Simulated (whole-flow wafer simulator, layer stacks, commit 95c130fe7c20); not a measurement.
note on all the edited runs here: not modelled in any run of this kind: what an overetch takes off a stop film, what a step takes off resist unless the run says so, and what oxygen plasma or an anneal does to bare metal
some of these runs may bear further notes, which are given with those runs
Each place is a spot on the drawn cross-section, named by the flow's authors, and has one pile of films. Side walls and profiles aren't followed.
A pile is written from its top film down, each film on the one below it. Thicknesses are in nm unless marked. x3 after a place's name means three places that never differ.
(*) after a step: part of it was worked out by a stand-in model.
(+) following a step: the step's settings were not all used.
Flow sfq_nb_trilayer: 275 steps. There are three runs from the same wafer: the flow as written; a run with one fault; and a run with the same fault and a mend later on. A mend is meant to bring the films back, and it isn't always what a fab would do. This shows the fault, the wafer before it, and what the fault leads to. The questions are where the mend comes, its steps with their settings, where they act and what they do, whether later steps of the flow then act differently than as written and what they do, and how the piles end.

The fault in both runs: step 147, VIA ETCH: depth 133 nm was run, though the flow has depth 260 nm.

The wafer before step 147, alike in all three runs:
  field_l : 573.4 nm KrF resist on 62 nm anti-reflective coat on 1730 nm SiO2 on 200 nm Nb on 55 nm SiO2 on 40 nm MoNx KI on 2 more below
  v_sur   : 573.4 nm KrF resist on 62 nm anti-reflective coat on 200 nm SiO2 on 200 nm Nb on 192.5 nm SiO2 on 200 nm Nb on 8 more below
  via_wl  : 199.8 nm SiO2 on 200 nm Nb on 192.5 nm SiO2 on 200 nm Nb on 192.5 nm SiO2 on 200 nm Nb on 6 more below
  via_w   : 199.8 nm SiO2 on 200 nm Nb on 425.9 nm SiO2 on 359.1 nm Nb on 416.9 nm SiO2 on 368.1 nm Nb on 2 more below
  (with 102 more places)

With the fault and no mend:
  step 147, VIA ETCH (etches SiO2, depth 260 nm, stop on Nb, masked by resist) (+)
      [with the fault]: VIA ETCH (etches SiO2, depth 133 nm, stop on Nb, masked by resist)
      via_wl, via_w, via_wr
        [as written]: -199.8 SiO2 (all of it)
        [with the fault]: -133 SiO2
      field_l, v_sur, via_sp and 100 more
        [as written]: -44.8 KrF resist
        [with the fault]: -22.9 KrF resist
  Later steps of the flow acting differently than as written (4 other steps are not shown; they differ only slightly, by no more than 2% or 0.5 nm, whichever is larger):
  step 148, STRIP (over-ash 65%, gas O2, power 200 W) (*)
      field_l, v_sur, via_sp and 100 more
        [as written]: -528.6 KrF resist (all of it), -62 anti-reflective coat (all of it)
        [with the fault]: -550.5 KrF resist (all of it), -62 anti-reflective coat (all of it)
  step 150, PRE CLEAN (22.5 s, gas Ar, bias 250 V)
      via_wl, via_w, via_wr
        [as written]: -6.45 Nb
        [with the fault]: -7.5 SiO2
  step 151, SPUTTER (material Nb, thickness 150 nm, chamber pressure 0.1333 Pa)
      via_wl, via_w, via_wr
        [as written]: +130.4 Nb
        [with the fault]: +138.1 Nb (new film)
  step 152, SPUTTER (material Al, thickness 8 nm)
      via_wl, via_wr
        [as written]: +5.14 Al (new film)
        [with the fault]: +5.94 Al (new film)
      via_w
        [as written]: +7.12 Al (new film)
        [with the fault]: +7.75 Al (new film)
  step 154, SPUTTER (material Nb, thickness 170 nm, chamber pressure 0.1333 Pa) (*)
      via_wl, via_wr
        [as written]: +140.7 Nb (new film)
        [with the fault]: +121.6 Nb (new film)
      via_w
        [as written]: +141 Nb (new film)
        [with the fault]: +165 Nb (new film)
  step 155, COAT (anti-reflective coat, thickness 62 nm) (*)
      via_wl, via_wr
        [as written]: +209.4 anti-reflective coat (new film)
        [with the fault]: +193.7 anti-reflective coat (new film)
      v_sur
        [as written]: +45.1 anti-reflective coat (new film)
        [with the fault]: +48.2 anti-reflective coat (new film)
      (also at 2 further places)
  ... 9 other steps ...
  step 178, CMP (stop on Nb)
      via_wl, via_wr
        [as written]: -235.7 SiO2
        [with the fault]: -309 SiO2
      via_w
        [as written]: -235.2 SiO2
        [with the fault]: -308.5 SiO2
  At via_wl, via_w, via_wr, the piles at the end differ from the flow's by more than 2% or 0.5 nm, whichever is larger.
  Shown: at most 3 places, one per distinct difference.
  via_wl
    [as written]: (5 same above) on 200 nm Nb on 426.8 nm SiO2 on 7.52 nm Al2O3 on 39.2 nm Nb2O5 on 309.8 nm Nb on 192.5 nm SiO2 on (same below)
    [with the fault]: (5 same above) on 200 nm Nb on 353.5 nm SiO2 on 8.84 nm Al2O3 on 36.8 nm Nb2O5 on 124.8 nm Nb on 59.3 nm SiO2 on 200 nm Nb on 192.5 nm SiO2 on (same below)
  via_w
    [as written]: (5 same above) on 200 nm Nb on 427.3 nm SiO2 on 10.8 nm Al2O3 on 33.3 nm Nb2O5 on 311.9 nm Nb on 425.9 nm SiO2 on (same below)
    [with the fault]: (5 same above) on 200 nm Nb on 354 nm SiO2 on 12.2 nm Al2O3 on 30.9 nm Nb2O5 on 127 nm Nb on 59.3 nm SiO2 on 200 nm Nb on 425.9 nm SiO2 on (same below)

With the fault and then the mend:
  The mend follows step 148.
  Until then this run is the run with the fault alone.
  step 148a, COAT (anti-reflective coat, thickness 62 nm) (*) (the flow's step 140 again)
      p4_fl x3, p4_w1 x9, p4_g1 x2 and 63 more
        +62 anti-reflective coat (new film)
      r_end, moat, field_r and 7 more
        +61.8 anti-reflective coat (new film)
      ce_l, c5j, ce_r, sp_r, be_r, r_sur, res
        +61.7 anti-reflective coat (new film)
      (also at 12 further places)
  step 148b, COAT (KrF resist, thickness 650 nm) (*) (the flow's step 141 again)
      p4_fl x3, p4_w1 x9, p4_g1 x2 and 63 more
        +650 KrF resist (new film)
      r_end, moat, field_r and 6 more
        +649.5 KrF resist (new film)
      be_r, r_sur, res
        +649.4 KrF resist (new film)
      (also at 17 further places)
  step 148c, SOFTBAKE (KrF resist) (the flow's step 142 again)
      leaves every film unchanged at each place that is followed
  step 148d, EXPOSE (photomask I4, dose 11.93 mJ/cm2, NA 0.6, wavelength 248 nm) (*) (the flow's step 143 again)
      leaves every film unchanged at each place that is followed
  step 148e, PEB (KrF resist, 90 s) (the flow's step 144 again)
      jj_sur, ce_l, c5j and 92 more
        -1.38 KrF resist
      v_sur, via_v, wire, be, be_sur, gap
        -1.37 KrF resist
      field_l, via_sp
        -1.36 KrF resist
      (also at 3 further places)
  step 148f, DEVELOP (KrF resist, thickness 650 nm, 60 s) (the flow's step 145 again)
      field_l, v_sur, via_sp and 100 more
        -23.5 KrF resist
      via_wl
        -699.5 KrF resist (all of it)
      via_w
        -735.4 KrF resist (all of it)
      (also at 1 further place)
  step 148g, VIA ETCH (etches anti-reflective coat, depth 125 nm, masked by resist) (+) (the flow's step 146 again)
      field_l, v_sur, via_sp and 100 more
        -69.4 KrF resist
      via_wl, via_wr
        -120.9 anti-reflective coat (all of it)
      via_w
        -80.8 anti-reflective coat (all of it), -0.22 SiO2
  step 148h, VIA ETCH (etches SiO2, depth 127 nm, stop on Nb, masked by resist) (+) (the flow's step 147 again, with other settings)
      field_l, v_sur, via_sp and 100 more
        -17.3 KrF resist
      via_wl, via_wr
        -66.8 SiO2 (all of it)
      via_w
        -66.6 SiO2 (all of it)
  step 148i, STRIP (over-ash 65%, gas O2, power 200 W) (*) (the flow's step 148 again)
      p4_fl x3, p4_w1 x9, p4_g1 x2 and 63 more
        -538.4 KrF resist (all of it), -62 anti-reflective coat (all of it)
      moat, field_r, lsp_l, ln_m5, lsp_m, ln_m6, lsp_r, l0_sur
        -537.9 KrF resist (all of it), -61.8 anti-reflective coat (all of it)
      ce_r, sp_r, be_r
        -537.7 KrF resist (all of it), -61.7 anti-reflective coat (all of it)
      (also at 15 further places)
  Later steps of the flow that are run all act as written at every place that is followed, up to a difference of at most 2% or 0.5 nm, whichever is larger.
  By the end, the piles equal the flow's at every place that both follow.
